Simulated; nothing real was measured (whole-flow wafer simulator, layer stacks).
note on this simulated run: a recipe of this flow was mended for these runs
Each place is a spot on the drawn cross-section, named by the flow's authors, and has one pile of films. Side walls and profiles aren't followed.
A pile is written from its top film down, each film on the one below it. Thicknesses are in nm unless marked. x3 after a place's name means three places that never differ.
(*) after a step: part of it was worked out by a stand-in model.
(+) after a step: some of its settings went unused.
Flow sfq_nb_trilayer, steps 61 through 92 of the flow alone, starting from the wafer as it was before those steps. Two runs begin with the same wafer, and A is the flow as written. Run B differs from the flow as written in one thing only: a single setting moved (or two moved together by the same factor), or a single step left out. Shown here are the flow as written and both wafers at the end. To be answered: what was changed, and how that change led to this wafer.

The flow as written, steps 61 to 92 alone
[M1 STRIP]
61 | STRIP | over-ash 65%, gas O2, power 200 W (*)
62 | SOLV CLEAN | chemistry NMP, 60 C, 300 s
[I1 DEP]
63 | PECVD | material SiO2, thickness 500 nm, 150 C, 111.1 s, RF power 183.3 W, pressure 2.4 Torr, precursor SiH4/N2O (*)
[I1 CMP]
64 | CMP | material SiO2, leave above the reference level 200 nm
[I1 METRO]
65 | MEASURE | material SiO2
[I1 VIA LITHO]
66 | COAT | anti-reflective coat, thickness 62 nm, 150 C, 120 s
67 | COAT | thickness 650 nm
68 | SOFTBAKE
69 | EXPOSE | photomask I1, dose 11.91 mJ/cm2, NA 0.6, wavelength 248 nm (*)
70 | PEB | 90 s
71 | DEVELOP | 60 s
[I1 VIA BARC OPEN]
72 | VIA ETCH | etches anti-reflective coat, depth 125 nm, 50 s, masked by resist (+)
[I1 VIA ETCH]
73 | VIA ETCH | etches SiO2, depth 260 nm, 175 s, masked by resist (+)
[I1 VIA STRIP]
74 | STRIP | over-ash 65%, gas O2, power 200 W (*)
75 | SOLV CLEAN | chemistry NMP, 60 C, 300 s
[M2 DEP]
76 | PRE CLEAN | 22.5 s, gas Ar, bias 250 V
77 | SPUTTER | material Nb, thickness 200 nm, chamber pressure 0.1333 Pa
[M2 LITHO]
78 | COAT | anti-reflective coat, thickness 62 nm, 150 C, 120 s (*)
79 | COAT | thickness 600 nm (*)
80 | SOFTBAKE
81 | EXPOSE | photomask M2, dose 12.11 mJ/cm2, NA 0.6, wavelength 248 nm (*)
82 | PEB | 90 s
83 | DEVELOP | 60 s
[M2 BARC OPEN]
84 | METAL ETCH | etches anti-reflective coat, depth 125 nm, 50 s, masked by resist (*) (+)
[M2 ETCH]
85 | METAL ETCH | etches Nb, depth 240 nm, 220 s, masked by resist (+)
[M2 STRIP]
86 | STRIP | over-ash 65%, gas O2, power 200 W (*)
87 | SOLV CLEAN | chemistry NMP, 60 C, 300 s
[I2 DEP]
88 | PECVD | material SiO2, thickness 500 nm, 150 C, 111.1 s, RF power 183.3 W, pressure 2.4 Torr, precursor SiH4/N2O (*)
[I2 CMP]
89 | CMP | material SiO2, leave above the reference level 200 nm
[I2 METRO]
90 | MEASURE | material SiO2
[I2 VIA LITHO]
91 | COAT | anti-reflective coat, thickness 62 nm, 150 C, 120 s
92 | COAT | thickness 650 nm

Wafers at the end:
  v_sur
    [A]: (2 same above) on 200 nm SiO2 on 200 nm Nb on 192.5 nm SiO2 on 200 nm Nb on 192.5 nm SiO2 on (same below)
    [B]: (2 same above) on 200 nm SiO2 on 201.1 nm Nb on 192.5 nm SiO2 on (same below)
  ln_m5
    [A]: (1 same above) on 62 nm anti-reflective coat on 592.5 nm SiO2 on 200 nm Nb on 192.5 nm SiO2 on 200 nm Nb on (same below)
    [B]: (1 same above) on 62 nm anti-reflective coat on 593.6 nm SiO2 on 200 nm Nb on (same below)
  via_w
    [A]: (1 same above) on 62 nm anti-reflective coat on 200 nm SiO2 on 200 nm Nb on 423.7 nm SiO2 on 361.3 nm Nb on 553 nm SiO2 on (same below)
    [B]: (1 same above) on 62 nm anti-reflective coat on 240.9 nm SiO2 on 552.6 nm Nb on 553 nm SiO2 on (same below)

The reason: step 63, PECVD: material SiO2, thickness 500 nm, 150 C, 111.1 s, RF power 183.3 W, pressure 2.4 Torr, precursor SiH4/N2O (*), was skipped.

The path from the change to this, step by step:
  64 | CMP | material SiO2, leave above the reference level 200 nm
      field_l, be, be_sur and 72 more: A SiO2 loses 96 | B nothing
      v_sur, via_wl, via_wr and 20 more: A SiO2 loses 300 | B Nb loses 192.5
      (as well as at 8 more places)
  66 | COAT | anti-reflective coat, thickness 62 nm, 150 C, 120 s
      lsp_l, lsp_m, m0r_space_l, m0r_space_r, r5r_line_c, m6r_space_l x2, m6r_space_r x2: A anti-reflective coat gains 62 (new film) | B anti-reflective coat gains 64.3 (new film)
      m0r_line_l x3, m0r_line_r x3: A anti-reflective coat gains 62 (new film) | B anti-reflective coat gains 63.5 (new film)
      (as well as at 33 more places)
  73 | VIA ETCH | etches SiO2, depth 260 nm, 175 s, masked by resist (+)
      via_v: A SiO2 loses 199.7 (all of it), Nb loses 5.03 | B Nb loses 7.5 (all of it), SiO2 loses 170
  74 | STRIP | over-ash 65%, gas O2, power 200 W (*)
      m0r_space_l, m0r_space_r, r5r_line_c, m6r_space_l x2, m6r_space_r x2: A KrF-resist-other-grade loses 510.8 (all of it), anti-reflective coat loses 62 (all of it) | B KrF-resist-other-grade loses 510.9 (all of it), anti-reflective coat loses 64.3 (all of it)
      m0r_line_l x3, m0r_line_r x3: A KrF-resist-other-grade loses 510.8 (all of it), anti-reflective coat loses 62 (all of it) | B KrF-resist-other-grade loses 511.6 (all of it), anti-reflective coat loses 63.5 (all of it)
      (as well as at 35 more places)
  76 | PRE CLEAN | 22.5 s, gas Ar, bias 250 V
      v_sur, via_wl, via_w and 20 more: A SiO2 loses 7.5 | B Nb loses 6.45
      via_v: A Nb loses 6.45 | B SiO2 loses 7.5
  77 | SPUTTER | material Nb, thickness 200 nm, chamber pressure 0.1333 Pa
      v_sur, via_wl, via_wr and 19 more: A Nb gains 200 (new film) | B Nb gains 200
      via_w: A Nb gains 200 (new film) | B Nb gains 197.8
      (as well as at 1 more place)
  78 | COAT | anti-reflective coat, thickness 62 nm, 150 C, 120 s (*)
      p4_fm, m0r_line_l x3, m0r_line_r x3: A anti-reflective coat gains 62 (new film) | B anti-reflective coat gains 63.8 (new film)
      m0r_space_l, m0r_space_r, r5r_line_c, m6r_space_l x2, m6r_space_r x2: A anti-reflective coat gains 62 (new film) | B anti-reflective coat gains 64.7 (new film)
      (as well as at 36 more places)
  79 | COAT | thickness 600 nm (*)
      via_v: A KrF-resist-other-grade gains 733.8 (new film) | B KrF-resist-other-grade gains 708.1 (new film)
  84 | METAL ETCH | etches anti-reflective coat, depth 125 nm, 50 s, masked by resist (*) (+)
      p4_fm, m0r_line_l x3, m0r_line_r x3: A anti-reflective coat loses 62 (all of it) | B anti-reflective coat loses 63.8 (all of it)
      m0r_space_l, m0r_space_r, r5r_line_c, m6r_space_l x2, m6r_space_r x2: A anti-reflective coat loses 62 (all of it) | B anti-reflective coat loses 64.7 (all of it)
      (as well as at 26 more places)
  86 | STRIP | over-ash 65%, gas O2, power 200 W (*)
      v_sur: A KrF-resist-other-grade loses 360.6 (all of it), anti-reflective coat loses 64.8 (all of it) | B KrF-resist-other-grade loses 362.2 (all of it), anti-reflective coat loses 51.9 (all of it)
      via_wl: A KrF-resist-other-grade loses 357.4 (all of it), anti-reflective coat loses 67.7 (all of it) | B KrF-resist-other-grade loses 360.1 (all of it), anti-reflective coat loses 53.7 (all of it)
      (as well as at 8 more places)
  88 | PECVD | material SiO2, thickness 500 nm, 150 C, 111.1 s, RF power 183.3 W, pressure 2.4 Torr, precursor SiH4/N2O (*)
      via_v: A SiO2 gains 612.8 (new film) | B SiO2 gains 556.9 (new film)
  89 | CMP | material SiO2, leave above the reference level 200 nm
      field_l, be, be_sur and 79 more: A SiO2 loses 96 | B SiO2 loses 83.4
      via_w: A SiO2 loses 300 | B SiO2 loses 259.1
      (as well as at 1 more place)
Taking metal films that touch as one body, v_sur has 2 bodies (between them, from the top down: SiO2 192.5); the flow as written gives 3 bodies (between them, from the top down: SiO2 192.5; SiO2 192.5).
Taking metal films that touch as one body, ln_m5 has 1 body; the flow as written gives 2 bodies (between them, from the top down: SiO2 192.5).
Taking metal films that touch as one body, via_w has 1 body; the flow as written gives 2 bodies (between them, from the top down: SiO2 423.7).
